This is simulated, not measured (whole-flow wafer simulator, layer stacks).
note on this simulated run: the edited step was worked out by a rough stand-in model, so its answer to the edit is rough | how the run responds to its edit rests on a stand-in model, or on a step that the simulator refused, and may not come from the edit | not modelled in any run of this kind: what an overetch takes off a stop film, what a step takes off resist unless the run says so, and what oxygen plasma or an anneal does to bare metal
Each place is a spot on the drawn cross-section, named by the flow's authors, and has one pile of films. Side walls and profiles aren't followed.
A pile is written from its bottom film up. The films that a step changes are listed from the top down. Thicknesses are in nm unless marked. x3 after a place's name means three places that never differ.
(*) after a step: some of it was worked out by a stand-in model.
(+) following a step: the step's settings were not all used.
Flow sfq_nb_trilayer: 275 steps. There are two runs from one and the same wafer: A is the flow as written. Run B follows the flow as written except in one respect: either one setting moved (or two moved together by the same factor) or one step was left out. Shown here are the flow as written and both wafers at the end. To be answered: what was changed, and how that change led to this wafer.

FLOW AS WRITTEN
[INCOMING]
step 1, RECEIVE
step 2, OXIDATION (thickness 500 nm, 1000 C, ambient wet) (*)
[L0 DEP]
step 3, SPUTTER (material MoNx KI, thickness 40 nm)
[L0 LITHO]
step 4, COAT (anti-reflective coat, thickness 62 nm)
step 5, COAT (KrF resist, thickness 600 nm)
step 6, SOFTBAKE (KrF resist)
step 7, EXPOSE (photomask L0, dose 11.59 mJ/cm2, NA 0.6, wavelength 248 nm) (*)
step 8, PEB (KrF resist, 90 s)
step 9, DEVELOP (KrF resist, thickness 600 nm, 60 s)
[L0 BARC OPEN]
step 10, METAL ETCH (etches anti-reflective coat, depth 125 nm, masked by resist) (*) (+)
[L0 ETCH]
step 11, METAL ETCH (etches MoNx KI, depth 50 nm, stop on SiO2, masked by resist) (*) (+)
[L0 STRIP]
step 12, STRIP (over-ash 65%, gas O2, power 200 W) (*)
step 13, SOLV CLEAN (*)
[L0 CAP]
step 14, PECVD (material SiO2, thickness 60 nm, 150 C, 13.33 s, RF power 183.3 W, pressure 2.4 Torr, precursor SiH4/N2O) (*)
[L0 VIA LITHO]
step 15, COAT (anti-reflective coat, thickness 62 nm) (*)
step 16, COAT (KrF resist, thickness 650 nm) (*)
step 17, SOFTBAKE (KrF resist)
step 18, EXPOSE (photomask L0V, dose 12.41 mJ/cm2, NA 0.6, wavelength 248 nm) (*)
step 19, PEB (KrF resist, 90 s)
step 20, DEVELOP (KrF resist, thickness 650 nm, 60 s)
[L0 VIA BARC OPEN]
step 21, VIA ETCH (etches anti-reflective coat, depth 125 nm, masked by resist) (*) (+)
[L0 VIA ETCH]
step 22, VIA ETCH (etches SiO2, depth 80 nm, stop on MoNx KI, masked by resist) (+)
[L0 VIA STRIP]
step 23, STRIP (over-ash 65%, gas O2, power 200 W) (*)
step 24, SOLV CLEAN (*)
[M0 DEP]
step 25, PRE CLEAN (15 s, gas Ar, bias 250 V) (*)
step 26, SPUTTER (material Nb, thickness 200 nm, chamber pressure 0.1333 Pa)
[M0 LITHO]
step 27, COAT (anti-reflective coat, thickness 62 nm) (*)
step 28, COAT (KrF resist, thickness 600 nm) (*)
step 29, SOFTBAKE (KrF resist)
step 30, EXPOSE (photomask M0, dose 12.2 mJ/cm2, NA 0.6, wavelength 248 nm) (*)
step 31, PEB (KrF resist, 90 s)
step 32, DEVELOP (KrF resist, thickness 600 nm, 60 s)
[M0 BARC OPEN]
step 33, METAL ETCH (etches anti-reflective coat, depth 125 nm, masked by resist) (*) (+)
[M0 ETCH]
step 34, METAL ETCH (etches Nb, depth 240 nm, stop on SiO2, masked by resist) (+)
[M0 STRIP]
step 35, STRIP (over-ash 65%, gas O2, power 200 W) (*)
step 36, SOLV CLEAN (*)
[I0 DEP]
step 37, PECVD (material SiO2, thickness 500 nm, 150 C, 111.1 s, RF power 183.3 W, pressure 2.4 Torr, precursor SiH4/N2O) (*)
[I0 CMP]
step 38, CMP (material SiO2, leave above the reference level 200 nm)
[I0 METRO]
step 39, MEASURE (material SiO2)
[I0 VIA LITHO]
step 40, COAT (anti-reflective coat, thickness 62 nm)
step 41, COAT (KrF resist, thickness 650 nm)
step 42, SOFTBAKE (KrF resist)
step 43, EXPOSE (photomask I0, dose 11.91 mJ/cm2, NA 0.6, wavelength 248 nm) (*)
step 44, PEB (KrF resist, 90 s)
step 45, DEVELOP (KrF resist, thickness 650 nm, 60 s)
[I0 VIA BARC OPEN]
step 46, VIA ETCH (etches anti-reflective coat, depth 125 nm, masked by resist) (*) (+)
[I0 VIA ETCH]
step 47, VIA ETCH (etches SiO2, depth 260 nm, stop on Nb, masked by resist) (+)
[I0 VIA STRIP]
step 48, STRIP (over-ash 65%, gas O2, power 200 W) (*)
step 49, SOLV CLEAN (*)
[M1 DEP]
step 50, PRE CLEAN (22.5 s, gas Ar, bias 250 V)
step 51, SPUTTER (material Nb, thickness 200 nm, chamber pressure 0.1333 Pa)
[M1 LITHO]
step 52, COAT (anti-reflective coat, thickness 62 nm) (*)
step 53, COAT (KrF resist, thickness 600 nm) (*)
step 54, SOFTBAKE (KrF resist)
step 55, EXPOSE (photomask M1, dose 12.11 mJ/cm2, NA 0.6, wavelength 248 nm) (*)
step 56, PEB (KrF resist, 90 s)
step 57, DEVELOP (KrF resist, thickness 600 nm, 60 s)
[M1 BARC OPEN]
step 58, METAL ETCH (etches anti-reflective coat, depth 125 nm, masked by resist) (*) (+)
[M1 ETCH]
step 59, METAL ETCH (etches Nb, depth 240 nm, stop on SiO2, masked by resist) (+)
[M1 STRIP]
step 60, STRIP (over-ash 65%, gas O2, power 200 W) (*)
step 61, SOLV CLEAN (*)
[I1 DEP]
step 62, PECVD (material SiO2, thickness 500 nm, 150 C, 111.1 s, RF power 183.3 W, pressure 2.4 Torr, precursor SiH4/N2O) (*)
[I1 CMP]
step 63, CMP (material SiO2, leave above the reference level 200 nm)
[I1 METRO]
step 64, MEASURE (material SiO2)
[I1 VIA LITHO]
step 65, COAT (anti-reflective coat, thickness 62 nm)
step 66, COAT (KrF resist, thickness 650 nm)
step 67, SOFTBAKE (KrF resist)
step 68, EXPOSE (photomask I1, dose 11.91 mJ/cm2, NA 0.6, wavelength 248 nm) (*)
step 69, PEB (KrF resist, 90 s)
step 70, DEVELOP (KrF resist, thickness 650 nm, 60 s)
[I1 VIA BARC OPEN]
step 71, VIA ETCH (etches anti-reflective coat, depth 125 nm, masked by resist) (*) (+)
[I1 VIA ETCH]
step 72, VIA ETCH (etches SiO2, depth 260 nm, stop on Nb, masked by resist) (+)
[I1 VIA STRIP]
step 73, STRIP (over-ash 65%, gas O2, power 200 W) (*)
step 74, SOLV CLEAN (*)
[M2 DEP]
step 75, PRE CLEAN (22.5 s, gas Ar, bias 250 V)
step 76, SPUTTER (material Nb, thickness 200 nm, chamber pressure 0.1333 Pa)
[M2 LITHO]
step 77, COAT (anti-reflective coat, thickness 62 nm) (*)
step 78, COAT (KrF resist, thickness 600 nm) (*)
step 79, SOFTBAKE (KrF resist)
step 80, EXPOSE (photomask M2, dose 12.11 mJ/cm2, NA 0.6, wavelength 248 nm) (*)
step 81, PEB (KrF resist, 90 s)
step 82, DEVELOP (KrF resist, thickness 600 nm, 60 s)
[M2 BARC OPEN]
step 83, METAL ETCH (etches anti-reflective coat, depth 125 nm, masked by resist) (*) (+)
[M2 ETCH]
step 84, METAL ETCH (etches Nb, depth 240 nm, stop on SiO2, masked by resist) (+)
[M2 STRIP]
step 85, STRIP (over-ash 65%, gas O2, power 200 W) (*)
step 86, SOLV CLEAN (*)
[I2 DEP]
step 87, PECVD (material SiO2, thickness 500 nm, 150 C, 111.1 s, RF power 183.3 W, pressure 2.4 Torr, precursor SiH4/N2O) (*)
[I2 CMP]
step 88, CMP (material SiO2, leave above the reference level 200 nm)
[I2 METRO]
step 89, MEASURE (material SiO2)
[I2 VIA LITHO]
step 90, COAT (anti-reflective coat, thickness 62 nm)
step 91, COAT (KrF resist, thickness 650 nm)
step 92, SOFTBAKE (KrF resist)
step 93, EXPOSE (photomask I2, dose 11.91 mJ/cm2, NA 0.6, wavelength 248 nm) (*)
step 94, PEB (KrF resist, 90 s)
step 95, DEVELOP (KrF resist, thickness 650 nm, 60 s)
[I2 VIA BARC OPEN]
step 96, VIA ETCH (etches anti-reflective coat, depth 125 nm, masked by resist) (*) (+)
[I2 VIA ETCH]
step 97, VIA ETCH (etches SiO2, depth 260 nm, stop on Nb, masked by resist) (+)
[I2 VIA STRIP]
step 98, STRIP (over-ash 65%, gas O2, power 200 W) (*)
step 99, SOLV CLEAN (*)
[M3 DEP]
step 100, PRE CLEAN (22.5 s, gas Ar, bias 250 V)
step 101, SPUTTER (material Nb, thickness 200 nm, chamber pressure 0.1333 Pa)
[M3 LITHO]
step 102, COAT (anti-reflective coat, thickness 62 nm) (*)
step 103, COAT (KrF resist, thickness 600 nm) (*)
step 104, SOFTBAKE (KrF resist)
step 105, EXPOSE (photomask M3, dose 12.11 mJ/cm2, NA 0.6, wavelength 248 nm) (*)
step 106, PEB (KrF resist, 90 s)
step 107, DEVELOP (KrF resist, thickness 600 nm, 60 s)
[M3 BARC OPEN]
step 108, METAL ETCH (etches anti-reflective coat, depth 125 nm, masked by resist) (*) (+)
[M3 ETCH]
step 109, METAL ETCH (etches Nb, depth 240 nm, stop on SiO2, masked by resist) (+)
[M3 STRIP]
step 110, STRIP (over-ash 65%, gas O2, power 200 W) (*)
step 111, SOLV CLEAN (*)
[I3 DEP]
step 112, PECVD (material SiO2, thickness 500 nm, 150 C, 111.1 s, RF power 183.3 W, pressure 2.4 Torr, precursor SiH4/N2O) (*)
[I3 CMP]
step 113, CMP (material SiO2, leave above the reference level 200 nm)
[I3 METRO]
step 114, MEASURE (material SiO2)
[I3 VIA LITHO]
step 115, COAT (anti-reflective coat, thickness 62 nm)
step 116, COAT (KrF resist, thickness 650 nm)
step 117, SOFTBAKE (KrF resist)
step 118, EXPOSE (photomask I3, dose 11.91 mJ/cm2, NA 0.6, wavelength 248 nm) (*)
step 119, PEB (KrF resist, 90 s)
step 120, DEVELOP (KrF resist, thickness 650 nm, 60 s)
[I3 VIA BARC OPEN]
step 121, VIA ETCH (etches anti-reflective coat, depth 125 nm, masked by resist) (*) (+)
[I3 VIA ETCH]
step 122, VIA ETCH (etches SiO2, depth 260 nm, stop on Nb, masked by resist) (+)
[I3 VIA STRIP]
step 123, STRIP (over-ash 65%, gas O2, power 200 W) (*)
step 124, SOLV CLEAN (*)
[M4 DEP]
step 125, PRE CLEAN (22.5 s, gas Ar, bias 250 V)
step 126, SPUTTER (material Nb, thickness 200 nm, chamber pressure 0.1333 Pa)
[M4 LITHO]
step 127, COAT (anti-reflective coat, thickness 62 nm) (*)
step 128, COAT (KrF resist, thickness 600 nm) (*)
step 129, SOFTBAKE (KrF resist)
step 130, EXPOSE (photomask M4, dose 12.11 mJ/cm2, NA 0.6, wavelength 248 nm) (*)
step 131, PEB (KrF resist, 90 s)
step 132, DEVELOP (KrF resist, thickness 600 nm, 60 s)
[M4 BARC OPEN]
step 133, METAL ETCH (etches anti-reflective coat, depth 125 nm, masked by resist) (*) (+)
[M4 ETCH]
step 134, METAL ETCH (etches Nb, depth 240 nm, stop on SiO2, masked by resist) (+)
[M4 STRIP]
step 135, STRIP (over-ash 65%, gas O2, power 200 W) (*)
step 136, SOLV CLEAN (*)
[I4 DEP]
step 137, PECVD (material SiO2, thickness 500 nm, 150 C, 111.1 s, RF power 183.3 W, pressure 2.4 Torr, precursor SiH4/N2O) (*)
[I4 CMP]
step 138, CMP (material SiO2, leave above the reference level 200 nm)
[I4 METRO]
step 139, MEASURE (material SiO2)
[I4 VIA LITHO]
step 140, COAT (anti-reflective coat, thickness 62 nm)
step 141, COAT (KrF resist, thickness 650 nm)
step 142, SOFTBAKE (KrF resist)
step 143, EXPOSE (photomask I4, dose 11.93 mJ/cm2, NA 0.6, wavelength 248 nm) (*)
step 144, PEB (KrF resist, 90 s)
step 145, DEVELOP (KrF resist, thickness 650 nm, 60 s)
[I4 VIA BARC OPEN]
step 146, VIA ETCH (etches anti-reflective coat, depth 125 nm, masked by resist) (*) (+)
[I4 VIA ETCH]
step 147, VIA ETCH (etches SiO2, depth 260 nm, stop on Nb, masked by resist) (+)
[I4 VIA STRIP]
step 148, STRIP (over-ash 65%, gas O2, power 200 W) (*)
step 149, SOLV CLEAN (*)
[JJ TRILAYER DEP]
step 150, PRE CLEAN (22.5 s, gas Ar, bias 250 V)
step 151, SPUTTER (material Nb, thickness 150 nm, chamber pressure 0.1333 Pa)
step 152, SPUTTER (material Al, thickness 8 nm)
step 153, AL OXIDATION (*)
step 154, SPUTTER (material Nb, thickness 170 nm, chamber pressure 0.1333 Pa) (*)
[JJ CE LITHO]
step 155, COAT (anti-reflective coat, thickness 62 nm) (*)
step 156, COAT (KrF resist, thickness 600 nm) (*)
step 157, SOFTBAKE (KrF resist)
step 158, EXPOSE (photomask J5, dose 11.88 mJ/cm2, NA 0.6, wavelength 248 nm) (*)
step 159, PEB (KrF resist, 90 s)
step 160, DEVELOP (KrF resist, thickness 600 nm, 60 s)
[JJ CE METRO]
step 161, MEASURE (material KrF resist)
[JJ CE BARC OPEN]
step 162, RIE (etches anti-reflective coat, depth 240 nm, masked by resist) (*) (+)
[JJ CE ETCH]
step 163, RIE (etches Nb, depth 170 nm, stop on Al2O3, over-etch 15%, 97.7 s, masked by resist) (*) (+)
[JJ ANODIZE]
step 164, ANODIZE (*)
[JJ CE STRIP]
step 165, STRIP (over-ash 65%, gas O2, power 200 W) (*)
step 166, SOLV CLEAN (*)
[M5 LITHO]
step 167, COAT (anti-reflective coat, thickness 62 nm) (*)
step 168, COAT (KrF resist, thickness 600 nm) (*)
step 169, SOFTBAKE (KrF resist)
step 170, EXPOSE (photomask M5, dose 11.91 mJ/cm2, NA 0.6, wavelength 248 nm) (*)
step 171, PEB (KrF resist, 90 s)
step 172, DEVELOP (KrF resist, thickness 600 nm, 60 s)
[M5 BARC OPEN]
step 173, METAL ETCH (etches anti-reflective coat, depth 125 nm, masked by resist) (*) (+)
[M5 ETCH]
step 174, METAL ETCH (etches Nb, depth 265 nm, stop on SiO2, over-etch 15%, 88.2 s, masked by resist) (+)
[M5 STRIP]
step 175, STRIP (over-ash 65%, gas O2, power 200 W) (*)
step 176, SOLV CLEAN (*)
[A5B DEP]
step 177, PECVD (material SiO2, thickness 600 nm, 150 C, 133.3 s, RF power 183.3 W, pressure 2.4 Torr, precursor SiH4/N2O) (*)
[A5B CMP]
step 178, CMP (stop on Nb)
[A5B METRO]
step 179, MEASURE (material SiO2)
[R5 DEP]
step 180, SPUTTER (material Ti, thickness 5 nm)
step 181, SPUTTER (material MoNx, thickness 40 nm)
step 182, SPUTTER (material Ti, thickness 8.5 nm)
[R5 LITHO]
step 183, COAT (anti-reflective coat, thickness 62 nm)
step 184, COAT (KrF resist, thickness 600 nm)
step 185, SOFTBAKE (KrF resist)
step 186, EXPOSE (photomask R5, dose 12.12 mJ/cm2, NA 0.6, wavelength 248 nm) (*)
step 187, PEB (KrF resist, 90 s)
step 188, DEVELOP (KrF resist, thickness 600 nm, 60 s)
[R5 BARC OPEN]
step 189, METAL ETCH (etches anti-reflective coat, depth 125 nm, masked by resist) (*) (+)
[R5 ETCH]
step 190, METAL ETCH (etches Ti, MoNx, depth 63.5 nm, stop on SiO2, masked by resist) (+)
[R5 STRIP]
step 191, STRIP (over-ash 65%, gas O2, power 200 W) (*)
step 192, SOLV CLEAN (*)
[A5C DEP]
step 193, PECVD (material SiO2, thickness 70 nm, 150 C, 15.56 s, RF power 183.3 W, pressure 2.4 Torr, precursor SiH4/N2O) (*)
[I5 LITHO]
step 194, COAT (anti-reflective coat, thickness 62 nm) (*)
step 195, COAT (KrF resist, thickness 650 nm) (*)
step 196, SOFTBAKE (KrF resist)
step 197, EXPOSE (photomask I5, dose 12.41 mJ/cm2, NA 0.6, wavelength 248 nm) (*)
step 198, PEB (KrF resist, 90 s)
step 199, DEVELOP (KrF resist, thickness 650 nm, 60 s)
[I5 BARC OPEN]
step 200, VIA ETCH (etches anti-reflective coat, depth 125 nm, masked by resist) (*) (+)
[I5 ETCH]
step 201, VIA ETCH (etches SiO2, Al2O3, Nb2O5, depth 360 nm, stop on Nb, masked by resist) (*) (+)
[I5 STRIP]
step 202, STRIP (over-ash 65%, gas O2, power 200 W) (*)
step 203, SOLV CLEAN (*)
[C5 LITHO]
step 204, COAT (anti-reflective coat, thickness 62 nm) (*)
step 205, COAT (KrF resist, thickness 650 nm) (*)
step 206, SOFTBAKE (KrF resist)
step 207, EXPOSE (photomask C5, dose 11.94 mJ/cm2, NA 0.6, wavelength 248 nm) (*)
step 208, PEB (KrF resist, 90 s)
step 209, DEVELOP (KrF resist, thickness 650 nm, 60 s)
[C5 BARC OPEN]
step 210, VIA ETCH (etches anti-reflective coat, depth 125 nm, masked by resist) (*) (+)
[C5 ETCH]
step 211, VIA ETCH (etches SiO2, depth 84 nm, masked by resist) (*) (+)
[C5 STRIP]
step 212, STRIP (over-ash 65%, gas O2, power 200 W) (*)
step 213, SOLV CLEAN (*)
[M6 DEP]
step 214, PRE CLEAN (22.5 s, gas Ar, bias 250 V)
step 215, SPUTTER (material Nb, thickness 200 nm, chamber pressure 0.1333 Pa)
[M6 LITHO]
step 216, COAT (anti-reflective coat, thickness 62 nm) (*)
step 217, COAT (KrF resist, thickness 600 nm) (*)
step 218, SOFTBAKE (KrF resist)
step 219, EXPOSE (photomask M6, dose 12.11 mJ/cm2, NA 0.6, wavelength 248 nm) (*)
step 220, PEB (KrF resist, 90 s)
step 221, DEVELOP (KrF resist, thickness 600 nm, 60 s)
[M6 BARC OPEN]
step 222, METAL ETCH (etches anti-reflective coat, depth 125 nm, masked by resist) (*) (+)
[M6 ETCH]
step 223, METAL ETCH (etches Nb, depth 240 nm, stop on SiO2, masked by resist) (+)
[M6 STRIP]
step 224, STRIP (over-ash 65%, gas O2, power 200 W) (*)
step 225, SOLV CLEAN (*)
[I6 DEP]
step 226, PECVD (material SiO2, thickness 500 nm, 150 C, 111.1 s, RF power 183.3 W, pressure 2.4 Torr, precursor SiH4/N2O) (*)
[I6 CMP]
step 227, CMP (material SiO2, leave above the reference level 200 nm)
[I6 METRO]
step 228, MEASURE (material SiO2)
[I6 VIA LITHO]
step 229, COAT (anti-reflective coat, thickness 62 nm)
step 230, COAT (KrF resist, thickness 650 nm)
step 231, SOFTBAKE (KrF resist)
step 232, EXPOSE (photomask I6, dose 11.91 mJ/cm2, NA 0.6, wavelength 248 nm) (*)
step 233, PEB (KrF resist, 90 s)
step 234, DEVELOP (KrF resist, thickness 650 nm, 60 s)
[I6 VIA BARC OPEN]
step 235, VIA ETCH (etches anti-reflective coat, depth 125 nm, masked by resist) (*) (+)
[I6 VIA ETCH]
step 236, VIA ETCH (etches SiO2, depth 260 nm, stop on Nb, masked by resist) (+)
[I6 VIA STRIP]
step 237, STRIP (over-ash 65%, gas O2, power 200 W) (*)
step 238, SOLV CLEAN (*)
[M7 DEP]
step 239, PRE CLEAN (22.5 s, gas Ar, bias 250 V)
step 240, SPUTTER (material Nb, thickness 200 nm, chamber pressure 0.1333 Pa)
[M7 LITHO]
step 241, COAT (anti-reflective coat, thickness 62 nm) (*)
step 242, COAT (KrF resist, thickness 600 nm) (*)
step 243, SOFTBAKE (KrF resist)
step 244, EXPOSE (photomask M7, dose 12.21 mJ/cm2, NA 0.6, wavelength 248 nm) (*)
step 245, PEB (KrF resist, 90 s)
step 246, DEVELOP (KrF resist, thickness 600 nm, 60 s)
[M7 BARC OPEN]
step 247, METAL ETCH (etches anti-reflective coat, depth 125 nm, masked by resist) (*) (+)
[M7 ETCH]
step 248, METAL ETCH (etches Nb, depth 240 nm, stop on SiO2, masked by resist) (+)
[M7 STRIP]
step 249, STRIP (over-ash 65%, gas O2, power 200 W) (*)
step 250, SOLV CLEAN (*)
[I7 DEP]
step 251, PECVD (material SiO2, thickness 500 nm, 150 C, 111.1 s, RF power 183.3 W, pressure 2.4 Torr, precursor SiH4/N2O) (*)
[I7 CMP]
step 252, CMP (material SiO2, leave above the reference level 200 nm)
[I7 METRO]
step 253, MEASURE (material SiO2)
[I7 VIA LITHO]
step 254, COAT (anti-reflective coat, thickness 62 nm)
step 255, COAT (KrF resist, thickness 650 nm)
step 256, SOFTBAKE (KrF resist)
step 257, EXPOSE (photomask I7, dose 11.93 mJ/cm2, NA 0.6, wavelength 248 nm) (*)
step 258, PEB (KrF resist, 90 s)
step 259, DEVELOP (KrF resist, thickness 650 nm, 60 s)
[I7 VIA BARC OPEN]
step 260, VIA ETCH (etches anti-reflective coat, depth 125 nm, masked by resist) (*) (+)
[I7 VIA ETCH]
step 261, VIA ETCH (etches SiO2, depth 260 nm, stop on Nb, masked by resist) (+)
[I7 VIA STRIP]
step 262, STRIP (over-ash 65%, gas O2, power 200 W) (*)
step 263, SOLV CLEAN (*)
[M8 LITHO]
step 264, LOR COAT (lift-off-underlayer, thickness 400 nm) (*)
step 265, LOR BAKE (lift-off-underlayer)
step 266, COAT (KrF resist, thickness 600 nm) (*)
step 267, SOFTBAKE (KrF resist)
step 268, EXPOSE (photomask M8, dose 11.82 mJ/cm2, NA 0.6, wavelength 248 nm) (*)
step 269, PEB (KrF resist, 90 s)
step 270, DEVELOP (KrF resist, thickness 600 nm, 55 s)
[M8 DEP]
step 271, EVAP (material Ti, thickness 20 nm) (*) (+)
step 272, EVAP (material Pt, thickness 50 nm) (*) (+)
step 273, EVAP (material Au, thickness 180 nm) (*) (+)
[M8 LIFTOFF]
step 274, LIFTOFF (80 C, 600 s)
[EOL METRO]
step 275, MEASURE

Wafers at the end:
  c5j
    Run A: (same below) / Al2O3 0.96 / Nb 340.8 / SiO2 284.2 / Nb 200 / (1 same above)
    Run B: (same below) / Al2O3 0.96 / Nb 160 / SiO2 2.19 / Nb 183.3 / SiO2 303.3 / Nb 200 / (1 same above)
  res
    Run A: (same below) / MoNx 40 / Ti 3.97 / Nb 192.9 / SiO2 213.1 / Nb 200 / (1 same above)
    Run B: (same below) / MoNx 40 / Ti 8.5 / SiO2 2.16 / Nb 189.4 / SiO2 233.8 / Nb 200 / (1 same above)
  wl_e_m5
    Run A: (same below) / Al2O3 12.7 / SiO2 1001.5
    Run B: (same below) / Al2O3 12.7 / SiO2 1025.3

The reason: step 193, PECVD: thickness 93.8 nm was run, whereas the flow has thickness 70 nm; step 193, PECVD: 20.84 s was run, where the flow has 15.56 s.

The path from the change to this, step by step:
  step 193, PECVD (material SiO2, thickness 70 nm, 150 C, 15.56 s, RF power 183.3 W, pressure 2.4 Torr, precursor SiH4/N2O) (*)
      field_l, v_sur, via_wl and 92 more: A +70 SiO2 | B +93.8 SiO2
      ce_l, c5j, ce_r and 8 more: A +70 SiO2 (new film) | B +93.8 SiO2 (new film)
  step 201, VIA ETCH (etches SiO2, Al2O3, Nb2O5, depth 360 nm, stop on Nb, masked by resist) (*) (+)
      be: A -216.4 SiO2 (all of it), -12.7 Al2O3 (all of it), -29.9 Nb2O5 (all of it) | B -240.2 SiO2 (all of it), -12.7 Al2O3 (all of it), -29.9 Nb2O5 (all of it)
  step 204, COAT (anti-reflective coat, thickness 62 nm) (*)
      be: A +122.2 anti-reflective coat (new film) | B +125.8 anti-reflective coat (new film)
      be_sur: A +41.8 anti-reflective coat (new film) | B +40.7 anti-reflective coat (new film)
  step 205, COAT (KrF resist, thickness 650 nm) (*)
      be: A +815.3 KrF resist (new film) | B +832.2 KrF resist (new film)
  step 211, VIA ETCH (etches SiO2, depth 84 nm, masked by resist) (*) (+)
      c5j: A -69.9 SiO2 (all of it), -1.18 Nb | B -84 SiO2
      res: A -69.9 SiO2 (all of it) | B -84 SiO2
  step 212, STRIP (over-ash 65%, gas O2, power 200 W) (*)
      be: A -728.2 KrF resist (all of it), -122.2 anti-reflective coat (all of it) | B -745.1 KrF resist (all of it), -125.8 anti-reflective coat (all of it)
      be_sur: A -559.6 KrF resist (all of it), -41.8 anti-reflective coat (all of it) | B -558.5 KrF resist (all of it), -40.7 anti-reflective coat (all of it)
  step 214, PRE CLEAN (22.5 s, gas Ar, bias 250 V)
      c5j: A -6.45 Nb | B -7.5 SiO2
      res: A -4.53 Ti | B -7.5 SiO2
  step 215, SPUTTER (material Nb, thickness 200 nm, chamber pressure 0.1333 Pa)
      c5j: A +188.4 Nb | B +183.3 Nb (new film)
      be: A +147.3 Nb | B +142.1 Nb
  step 216, COAT (anti-reflective coat, thickness 62 nm) (*)
      be: A +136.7 anti-reflective coat (new film) | B +140.8 anti-reflective coat (new film)
      be_sur: A +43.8 anti-reflective coat (new film) | B +42.5 anti-reflective coat (new film)
      (as well as at 6 more places)
  step 217, COAT (KrF resist, thickness 600 nm) (*)
      be: A +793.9 KrF resist (new film) | B +814.4 KrF resist (new film)
  step 224, STRIP (over-ash 65%, gas O2, power 200 W) (*)
      be: A -575.8 KrF resist (all of it), -136.7 anti-reflective coat (all of it) | B -596.2 KrF resist (all of it), -140.8 anti-reflective coat (all of it)
      be_sur: A -371.2 KrF resist (all of it), -43.8 anti-reflective coat (all of it) | B -369.2 KrF resist (all of it), -42.5 anti-reflective coat (all of it)
      (as well as at 6 more places)
  step 226, PECVD (material SiO2, thickness 500 nm, 150 C, 111.1 s, RF power 183.3 W, pressure 2.4 Torr, precursor SiH4/N2O) (*)
      be: A +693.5 SiO2 (new film) | B +722.6 SiO2 (new film)
      c5j: A +514.7 SiO2 (new film) | B +533.8 SiO2 (new film)
  step 227, CMP (material SiO2, leave above the reference level 200 nm)
      res: A -279.4 SiO2 | B -258.7 SiO2
With metal films that touch counted as one body, c5j has 5 bodies (between them, from the top down: SiO2 303.3; SiO2 2.19; Al2O3 0.96; SiO2 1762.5); the flow as written gives 4 bodies (between them, from the top down: SiO2 284.2; Al2O3 0.96; SiO2 1762.5).
With metal films that touch counted as one body, res has 4 bodies (between them, from the top down: SiO2 233.8; SiO2 2.16; SiO2 2090.9); the flow as written gives 3 bodies (between them, from the top down: SiO2 213.1; SiO2 2090.9).
